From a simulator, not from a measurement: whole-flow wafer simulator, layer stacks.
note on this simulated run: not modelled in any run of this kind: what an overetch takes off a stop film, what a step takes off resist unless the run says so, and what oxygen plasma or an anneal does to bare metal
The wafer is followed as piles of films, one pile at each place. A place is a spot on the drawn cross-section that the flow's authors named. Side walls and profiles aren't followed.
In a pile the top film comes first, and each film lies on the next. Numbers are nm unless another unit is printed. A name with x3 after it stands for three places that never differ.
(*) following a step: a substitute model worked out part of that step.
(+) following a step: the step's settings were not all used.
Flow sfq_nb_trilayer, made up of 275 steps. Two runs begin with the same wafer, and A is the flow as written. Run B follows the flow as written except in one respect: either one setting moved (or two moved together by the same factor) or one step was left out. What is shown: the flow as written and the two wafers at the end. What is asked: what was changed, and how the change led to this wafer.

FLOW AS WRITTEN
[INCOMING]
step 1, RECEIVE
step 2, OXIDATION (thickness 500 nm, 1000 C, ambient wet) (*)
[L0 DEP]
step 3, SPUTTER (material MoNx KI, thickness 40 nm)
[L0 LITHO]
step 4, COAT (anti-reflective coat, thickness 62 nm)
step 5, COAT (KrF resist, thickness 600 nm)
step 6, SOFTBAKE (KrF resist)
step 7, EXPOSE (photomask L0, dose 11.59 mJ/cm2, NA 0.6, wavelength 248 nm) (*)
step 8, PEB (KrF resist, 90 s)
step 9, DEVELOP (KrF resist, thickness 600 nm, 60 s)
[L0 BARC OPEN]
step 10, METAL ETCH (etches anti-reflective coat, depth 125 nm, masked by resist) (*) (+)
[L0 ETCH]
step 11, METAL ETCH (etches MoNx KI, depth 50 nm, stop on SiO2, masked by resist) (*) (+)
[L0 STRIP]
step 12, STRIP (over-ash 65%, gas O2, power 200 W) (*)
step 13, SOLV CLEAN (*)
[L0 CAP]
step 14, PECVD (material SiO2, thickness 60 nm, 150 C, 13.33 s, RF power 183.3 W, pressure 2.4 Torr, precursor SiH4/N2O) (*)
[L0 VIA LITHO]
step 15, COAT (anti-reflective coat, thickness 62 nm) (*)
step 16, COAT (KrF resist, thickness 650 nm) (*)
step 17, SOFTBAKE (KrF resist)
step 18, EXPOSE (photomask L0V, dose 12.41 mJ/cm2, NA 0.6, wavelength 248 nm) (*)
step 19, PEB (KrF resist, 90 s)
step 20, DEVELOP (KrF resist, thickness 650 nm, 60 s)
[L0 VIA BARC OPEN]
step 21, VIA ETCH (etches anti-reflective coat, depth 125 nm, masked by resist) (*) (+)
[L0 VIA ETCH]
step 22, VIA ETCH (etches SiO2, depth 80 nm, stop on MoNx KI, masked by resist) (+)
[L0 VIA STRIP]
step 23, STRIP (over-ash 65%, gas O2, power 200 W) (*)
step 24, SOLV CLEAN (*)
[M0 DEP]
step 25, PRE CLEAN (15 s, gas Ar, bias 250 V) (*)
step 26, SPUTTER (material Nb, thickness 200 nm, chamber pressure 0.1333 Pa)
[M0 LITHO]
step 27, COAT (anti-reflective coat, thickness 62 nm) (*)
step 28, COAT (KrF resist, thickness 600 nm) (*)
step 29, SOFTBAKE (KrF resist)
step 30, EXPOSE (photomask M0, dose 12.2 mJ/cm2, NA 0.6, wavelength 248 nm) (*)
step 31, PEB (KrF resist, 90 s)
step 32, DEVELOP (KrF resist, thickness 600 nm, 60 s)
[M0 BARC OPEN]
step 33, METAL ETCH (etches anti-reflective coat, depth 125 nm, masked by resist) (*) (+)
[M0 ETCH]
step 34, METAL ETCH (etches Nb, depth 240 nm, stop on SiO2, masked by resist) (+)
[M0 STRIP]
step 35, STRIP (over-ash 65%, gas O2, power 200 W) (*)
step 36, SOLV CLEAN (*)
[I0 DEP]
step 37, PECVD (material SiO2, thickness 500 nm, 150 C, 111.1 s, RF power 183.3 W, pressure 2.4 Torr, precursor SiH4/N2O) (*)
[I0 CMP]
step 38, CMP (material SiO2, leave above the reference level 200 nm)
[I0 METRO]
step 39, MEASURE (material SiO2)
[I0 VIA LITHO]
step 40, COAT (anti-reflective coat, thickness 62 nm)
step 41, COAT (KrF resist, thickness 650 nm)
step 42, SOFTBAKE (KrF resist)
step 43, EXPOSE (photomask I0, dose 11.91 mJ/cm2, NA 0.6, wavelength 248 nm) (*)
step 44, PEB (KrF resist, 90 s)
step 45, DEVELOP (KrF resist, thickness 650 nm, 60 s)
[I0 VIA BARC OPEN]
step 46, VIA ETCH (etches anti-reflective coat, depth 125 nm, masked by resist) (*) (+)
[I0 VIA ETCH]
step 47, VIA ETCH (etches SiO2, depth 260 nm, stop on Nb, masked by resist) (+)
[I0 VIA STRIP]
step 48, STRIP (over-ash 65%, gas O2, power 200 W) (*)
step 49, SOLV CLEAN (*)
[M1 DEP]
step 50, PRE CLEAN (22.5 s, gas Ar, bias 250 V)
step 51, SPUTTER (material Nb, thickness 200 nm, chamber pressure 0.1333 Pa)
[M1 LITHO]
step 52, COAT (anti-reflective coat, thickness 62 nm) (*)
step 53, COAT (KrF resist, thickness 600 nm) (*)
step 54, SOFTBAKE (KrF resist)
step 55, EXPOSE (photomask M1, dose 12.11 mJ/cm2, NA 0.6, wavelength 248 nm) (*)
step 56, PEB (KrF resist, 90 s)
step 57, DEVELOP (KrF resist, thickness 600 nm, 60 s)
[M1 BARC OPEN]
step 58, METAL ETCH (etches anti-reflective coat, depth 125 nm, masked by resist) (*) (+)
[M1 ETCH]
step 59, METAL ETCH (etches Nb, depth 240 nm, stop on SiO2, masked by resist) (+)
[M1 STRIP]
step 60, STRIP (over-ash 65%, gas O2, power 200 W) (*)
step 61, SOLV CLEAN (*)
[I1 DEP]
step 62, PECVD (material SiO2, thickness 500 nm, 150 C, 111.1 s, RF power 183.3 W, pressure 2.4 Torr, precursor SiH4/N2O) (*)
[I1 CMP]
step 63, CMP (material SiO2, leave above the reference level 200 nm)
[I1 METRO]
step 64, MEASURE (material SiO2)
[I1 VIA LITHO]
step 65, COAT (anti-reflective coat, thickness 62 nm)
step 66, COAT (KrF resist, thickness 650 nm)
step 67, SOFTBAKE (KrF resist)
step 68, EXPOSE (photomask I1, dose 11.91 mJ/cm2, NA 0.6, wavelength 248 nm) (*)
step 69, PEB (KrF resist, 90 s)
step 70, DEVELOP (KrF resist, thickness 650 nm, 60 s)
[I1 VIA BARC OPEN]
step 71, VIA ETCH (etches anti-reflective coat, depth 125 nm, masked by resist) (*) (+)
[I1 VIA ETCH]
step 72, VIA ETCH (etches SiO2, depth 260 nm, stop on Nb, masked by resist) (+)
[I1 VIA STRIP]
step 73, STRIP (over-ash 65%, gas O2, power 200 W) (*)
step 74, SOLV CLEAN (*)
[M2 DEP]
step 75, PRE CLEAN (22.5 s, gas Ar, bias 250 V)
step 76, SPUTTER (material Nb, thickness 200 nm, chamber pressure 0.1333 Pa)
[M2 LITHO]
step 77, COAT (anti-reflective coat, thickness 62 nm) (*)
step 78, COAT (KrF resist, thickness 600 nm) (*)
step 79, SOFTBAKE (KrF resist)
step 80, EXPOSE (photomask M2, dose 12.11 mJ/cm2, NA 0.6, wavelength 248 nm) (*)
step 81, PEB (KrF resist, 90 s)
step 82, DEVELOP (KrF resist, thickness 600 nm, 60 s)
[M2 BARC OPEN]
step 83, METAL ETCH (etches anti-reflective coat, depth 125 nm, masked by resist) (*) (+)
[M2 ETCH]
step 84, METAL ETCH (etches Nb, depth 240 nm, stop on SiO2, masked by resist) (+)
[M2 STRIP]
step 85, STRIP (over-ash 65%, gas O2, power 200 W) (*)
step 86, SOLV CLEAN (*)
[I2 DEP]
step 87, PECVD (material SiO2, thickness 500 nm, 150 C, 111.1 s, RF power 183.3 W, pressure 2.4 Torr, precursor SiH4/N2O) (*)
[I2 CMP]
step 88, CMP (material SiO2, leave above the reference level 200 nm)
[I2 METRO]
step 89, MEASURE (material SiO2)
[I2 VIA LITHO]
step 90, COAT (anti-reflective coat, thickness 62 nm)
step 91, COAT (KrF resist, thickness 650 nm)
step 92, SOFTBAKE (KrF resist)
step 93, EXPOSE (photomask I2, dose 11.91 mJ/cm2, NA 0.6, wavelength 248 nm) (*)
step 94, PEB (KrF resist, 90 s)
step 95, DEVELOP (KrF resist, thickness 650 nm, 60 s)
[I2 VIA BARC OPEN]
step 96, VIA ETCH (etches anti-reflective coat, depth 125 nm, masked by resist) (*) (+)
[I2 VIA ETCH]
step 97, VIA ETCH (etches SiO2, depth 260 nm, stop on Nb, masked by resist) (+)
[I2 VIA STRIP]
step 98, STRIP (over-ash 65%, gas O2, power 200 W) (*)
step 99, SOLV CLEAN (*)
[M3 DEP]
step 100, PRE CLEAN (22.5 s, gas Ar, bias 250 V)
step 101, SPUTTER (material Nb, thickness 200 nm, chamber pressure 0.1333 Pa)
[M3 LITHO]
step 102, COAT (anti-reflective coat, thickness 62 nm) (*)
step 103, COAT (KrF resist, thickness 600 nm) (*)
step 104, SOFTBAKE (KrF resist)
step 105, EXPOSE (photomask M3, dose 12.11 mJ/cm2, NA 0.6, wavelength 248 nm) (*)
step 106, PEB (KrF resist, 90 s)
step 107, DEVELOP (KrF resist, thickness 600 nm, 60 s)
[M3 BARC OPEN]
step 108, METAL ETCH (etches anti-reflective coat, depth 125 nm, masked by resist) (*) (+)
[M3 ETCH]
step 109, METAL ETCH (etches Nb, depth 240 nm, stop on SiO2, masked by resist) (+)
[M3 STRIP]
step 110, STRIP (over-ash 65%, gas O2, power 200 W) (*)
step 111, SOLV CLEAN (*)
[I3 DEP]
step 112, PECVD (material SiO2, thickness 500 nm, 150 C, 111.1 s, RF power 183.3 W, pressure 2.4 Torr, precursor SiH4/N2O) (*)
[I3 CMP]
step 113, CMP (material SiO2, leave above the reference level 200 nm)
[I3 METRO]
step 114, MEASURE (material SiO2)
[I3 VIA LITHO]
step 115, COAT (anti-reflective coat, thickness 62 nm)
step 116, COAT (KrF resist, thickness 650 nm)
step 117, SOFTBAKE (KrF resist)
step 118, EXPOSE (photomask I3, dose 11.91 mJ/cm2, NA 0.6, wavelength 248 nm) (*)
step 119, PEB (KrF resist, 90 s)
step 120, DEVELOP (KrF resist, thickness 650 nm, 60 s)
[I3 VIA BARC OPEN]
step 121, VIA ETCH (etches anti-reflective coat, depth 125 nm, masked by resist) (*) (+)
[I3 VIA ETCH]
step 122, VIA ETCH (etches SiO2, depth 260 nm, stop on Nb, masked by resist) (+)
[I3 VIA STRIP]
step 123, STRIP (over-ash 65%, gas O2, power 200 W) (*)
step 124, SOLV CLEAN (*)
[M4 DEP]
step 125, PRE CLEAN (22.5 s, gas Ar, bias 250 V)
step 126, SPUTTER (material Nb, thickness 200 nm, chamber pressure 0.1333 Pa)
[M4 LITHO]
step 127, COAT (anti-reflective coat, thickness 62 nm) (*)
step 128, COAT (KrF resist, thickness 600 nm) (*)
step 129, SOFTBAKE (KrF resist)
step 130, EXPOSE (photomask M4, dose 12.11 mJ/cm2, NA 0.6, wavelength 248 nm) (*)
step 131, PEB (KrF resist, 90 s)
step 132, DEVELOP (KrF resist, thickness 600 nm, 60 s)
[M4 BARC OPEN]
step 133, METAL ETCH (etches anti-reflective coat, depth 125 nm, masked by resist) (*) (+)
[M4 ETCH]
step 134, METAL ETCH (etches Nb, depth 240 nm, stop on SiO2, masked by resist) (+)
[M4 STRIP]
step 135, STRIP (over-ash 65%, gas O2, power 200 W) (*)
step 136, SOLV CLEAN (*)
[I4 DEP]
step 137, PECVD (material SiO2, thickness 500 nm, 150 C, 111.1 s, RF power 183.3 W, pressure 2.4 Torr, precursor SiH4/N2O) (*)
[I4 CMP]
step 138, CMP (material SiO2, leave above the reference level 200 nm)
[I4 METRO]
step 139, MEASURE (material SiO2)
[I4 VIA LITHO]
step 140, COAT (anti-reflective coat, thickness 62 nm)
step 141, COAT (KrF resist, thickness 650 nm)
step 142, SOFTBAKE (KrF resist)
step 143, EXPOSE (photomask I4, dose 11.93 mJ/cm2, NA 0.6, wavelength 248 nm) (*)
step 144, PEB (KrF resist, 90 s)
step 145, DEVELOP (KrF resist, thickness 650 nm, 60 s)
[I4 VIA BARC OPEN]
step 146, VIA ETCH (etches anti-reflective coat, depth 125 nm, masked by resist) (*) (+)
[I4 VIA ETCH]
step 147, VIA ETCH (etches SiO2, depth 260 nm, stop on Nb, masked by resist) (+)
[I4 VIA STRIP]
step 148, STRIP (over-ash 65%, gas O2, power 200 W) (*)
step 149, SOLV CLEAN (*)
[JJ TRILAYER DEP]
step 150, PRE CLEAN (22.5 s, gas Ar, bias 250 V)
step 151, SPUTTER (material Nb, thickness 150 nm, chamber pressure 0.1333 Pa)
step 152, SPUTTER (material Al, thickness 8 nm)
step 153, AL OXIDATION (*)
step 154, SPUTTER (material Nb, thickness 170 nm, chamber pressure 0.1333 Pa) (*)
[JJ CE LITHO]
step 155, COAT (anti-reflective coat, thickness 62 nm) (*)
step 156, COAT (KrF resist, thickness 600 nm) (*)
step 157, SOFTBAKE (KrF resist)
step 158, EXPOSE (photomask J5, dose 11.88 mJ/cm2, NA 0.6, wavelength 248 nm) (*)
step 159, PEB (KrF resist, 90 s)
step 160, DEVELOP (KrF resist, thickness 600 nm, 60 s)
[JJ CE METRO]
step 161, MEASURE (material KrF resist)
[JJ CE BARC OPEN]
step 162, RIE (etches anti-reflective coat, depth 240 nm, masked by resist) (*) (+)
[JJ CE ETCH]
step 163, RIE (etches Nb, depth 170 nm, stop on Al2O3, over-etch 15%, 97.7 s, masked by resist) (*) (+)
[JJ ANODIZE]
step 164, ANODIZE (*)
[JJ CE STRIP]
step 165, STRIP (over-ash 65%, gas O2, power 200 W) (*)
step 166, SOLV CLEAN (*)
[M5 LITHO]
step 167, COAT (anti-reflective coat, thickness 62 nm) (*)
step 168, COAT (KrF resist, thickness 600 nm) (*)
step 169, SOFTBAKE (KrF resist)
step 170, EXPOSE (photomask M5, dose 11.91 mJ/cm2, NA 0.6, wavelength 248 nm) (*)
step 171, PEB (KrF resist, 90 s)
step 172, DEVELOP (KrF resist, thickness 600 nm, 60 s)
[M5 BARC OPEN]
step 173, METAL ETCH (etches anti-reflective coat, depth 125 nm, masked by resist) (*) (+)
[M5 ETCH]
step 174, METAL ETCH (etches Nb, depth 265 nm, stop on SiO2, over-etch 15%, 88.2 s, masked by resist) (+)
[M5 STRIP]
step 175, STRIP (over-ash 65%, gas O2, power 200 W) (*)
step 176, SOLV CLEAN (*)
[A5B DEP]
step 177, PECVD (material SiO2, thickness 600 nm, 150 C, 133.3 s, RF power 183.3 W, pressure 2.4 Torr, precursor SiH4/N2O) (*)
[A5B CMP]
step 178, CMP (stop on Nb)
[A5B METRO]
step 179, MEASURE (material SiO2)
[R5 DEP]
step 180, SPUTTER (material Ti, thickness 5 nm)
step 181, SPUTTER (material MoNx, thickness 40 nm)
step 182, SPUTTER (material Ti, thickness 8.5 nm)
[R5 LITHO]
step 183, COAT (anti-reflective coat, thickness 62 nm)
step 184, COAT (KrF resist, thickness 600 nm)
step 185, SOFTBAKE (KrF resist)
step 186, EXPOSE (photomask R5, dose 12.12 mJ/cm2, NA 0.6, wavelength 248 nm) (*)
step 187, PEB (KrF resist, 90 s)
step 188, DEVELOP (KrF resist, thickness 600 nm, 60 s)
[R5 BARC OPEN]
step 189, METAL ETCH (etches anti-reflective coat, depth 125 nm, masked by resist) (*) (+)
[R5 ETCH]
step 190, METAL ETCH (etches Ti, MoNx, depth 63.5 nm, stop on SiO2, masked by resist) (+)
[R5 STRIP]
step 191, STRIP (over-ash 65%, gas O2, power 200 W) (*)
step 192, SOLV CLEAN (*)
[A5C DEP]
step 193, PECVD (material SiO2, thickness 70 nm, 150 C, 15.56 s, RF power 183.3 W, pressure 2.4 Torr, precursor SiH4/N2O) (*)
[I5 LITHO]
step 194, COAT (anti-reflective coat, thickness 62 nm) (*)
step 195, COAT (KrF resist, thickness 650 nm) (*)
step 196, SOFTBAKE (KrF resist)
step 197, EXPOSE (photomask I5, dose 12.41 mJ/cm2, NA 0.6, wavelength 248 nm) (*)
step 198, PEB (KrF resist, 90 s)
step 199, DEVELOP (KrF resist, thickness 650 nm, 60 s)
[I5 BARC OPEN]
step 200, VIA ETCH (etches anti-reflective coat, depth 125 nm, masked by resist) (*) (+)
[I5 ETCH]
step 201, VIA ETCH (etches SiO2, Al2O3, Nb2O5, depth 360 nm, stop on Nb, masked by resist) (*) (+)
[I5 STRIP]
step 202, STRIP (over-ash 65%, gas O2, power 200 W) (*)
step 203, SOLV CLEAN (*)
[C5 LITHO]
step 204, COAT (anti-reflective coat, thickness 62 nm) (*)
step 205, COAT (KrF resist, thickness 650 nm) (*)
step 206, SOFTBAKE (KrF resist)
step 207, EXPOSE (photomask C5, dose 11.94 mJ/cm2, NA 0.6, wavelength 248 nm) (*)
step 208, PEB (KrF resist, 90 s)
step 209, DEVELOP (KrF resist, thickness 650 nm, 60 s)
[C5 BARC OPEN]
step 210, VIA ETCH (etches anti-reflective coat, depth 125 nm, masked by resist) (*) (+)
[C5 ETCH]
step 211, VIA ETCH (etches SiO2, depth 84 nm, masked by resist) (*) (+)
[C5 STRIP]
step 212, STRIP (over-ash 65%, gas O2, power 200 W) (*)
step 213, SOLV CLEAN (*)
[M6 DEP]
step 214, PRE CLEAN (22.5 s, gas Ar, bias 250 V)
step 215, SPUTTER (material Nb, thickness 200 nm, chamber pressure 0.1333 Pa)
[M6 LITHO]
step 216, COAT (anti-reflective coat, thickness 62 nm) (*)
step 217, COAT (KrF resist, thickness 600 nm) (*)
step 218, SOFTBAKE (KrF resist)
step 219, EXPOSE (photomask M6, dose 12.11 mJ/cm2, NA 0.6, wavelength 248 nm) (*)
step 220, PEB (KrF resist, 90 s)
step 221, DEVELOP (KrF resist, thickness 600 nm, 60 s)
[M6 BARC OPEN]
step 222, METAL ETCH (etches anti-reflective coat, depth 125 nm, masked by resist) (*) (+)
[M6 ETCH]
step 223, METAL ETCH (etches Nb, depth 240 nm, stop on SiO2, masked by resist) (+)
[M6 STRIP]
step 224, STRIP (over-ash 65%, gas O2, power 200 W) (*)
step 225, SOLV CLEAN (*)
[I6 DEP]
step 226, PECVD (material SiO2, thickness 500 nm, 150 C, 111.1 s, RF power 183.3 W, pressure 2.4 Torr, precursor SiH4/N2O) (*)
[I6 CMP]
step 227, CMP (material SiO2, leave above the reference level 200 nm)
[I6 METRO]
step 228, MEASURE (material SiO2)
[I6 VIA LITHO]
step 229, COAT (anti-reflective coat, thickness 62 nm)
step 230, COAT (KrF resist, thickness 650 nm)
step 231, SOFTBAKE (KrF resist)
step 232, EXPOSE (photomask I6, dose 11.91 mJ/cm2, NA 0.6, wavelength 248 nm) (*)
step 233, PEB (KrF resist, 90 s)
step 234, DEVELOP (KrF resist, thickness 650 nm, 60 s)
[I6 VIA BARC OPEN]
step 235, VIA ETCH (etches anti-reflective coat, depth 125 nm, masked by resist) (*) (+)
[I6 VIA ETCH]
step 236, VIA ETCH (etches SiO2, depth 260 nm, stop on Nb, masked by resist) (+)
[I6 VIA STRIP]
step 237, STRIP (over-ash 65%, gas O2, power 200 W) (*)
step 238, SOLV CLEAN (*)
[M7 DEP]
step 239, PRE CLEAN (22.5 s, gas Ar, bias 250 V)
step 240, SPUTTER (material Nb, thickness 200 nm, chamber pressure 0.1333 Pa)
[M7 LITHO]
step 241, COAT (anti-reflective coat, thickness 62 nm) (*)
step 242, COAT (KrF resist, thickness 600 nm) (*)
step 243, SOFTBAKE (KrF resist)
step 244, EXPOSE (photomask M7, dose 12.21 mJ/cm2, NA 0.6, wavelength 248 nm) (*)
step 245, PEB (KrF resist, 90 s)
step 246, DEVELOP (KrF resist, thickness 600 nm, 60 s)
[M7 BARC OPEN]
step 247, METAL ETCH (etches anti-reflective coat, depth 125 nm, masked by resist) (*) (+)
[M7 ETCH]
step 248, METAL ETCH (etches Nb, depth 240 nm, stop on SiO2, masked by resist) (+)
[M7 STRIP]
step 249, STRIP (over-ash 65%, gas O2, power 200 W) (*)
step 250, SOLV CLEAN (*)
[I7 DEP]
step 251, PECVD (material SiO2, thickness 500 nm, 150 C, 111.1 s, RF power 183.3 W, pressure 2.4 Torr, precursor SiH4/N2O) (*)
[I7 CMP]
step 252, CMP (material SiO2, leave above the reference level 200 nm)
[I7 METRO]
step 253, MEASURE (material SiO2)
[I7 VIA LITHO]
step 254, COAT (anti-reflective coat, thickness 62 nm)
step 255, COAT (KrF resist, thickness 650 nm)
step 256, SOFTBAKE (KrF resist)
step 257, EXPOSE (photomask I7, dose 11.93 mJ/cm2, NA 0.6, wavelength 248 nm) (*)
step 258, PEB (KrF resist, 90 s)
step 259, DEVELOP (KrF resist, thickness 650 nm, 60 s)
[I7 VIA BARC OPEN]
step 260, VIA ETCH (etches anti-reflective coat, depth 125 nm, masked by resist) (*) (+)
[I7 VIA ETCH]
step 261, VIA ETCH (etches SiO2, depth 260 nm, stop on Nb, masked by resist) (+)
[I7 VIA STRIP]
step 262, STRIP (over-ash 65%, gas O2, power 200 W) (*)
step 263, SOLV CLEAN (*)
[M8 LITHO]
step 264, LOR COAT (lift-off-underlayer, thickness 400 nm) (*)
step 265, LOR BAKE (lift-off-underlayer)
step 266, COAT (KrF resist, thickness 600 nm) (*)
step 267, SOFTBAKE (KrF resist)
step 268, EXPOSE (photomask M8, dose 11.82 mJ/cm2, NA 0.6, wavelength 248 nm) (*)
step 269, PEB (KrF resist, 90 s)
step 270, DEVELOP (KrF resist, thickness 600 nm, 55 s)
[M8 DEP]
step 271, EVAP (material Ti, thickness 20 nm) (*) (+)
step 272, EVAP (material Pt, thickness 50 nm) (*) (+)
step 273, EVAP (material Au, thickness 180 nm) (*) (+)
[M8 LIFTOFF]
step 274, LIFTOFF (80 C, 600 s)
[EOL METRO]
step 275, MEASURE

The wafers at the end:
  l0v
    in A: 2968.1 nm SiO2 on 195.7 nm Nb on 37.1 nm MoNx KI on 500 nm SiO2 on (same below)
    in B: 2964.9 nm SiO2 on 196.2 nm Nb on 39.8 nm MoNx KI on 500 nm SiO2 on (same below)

What caused this: step 22, VIA ETCH: depth 55.2 nm was run, while the flow as written has depth 80 nm.

Step by step, how the change led to this:
  step 22, VIA ETCH (etches SiO2, depth 80 nm, stop on MoNx KI, masked by resist) (+)
      l0v: A -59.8 SiO2 (all of it) | B -55.2 SiO2
      field_l, v_sur, via_wl and 102 more: A -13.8 KrF resist | B -9.52 KrF resist
  step 25, PRE CLEAN (15 s, gas Ar, bias 250 V) (*)
      l0v: A -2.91 MoNx KI | B -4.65 SiO2 (all of it), -0.22 MoNx KI
